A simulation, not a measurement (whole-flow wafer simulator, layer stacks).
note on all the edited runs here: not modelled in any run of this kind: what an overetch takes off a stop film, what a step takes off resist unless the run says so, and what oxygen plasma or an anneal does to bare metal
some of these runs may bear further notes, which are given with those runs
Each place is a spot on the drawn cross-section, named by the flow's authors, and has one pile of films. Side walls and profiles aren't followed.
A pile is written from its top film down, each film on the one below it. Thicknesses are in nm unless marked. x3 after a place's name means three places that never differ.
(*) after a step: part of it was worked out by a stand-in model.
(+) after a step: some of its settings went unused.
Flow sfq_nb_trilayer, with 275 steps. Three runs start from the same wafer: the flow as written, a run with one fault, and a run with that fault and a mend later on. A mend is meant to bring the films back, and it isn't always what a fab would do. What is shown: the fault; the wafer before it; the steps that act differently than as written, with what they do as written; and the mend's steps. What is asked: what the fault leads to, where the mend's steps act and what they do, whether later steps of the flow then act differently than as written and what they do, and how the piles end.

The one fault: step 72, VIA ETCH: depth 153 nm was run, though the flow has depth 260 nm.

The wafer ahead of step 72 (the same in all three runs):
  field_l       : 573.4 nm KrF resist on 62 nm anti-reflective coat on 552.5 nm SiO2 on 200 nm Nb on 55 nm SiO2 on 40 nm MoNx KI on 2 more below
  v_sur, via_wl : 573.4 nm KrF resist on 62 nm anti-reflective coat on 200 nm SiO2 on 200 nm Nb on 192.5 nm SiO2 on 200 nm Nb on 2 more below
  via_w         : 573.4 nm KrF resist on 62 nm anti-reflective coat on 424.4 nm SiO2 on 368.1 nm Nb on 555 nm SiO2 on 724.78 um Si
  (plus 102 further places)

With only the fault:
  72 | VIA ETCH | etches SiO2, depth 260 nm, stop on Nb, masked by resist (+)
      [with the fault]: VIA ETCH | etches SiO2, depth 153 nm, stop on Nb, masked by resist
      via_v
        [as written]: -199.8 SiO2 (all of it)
        [with the fault]: -153 SiO2
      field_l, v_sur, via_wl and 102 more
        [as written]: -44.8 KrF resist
        [with the fault]: -26.4 KrF resist
  Steps later in the flow that act otherwise than as written (5 other steps are not shown; they differ only slightly, by no more than 2% or 0.5 nm, whichever is larger):
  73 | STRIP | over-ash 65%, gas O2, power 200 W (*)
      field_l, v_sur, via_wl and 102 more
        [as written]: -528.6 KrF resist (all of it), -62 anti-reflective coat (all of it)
        [with the fault]: -547.1 KrF resist (all of it), -62 anti-reflective coat (all of it)
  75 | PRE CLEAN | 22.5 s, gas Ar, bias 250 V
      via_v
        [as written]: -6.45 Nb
        [with the fault]: -7.5 SiO2
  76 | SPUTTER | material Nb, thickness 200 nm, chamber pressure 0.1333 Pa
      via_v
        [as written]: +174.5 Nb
        [with the fault]: +183.8 Nb (new film)
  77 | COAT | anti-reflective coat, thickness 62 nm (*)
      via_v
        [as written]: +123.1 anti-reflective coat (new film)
        [with the fault]: +112.1 anti-reflective coat (new film)
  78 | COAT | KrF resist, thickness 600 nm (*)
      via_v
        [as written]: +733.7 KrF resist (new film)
        [with the fault]: +696.8 KrF resist (new film)
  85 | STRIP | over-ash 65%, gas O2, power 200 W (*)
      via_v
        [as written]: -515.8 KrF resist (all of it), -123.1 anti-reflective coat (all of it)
        [with the fault]: -479 KrF resist (all of it), -112.1 anti-reflective coat (all of it)
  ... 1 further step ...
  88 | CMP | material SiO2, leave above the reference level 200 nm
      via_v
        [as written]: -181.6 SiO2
        [with the fault]: -157.1 SiO2
  At via_v, the piles at the end differ from the flow's by more than 2% or 0.5 nm, whichever is larger.
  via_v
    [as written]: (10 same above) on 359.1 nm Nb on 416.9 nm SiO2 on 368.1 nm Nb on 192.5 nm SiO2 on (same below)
    [with the fault]: (10 same above) on 359.1 nm Nb on 361.8 nm SiO2 on 183.8 nm Nb on 39.3 nm SiO2 on 200 nm Nb on 192.5 nm SiO2 on (same below)

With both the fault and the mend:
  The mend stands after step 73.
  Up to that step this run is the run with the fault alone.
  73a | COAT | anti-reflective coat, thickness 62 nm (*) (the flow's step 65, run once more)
      p4_fl x3, p4_w1 x9, p4_g1 x2 and 63 more
        +62 anti-reflective coat (new film)
      r_sur, res, r_end and 8 more
        +61.8 anti-reflective coat (new film)
      c5j, ce_r, sp_r, be_r
        +61.7 anti-reflective coat (new film)
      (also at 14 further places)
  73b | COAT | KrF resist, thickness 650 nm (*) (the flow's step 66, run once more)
      p4_fl x3, p4_w1 x9, p4_g1 x2 and 63 more
        +650 KrF resist (new film)
      ln_m5, lsp_m, ln_m6, lsp_r, l0_sur, l0v
        +649.7 KrF resist (new film)
      r_end, moat, field_r, lsp_l
        +649.6 KrF resist (new film)
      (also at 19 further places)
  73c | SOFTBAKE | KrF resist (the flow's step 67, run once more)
      leaves every film unchanged at each place that is followed
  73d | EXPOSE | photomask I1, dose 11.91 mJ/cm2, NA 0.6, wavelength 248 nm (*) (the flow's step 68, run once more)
      leaves every film unchanged at each place that is followed
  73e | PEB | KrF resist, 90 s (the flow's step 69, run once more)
      c5j, ce_r, sp_r and 90 more
        -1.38 KrF resist
      field_l, v_sur, via_wl and 8 more
        -1.37 KrF resist
      via_wr
        -1.36 KrF resist
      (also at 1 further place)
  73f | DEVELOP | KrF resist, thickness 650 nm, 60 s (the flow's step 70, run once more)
      field_l, v_sur, via_wl and 102 more
        -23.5 KrF resist
      via_v
        -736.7 KrF resist (all of it)
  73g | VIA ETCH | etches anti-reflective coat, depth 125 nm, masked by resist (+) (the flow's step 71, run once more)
      field_l, v_sur, via_wl and 102 more
        -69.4 KrF resist
      via_v
        -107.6 anti-reflective coat (all of it)
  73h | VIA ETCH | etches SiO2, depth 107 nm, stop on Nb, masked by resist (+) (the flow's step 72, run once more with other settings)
      field_l, v_sur, via_wl and 102 more
        -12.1 KrF resist
      via_v
        -46.8 SiO2 (all of it)
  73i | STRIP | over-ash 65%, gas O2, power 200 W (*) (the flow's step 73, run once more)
      p4_fl x3, p4_w1 x9, p4_g1 x2 and 63 more
        -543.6 KrF resist (all of it), -62 anti-reflective coat (all of it)
      moat, field_r, lsp_l, ln_m5, lsp_m
        -543.2 KrF resist (all of it), -61.8 anti-reflective coat (all of it)
      ln_m6, lsp_r, l0_sur
        -543.3 KrF resist (all of it), -61.8 anti-reflective coat (all of it)
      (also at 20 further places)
  Every later step of the flow that is run acts as written, at every place that is followed, to within 2% or 0.5 nm, whichever is larger.
  At the end the piles are close to the flow's at the places that both follow, differing by at most 2% or 0.5 nm, whichever is larger.
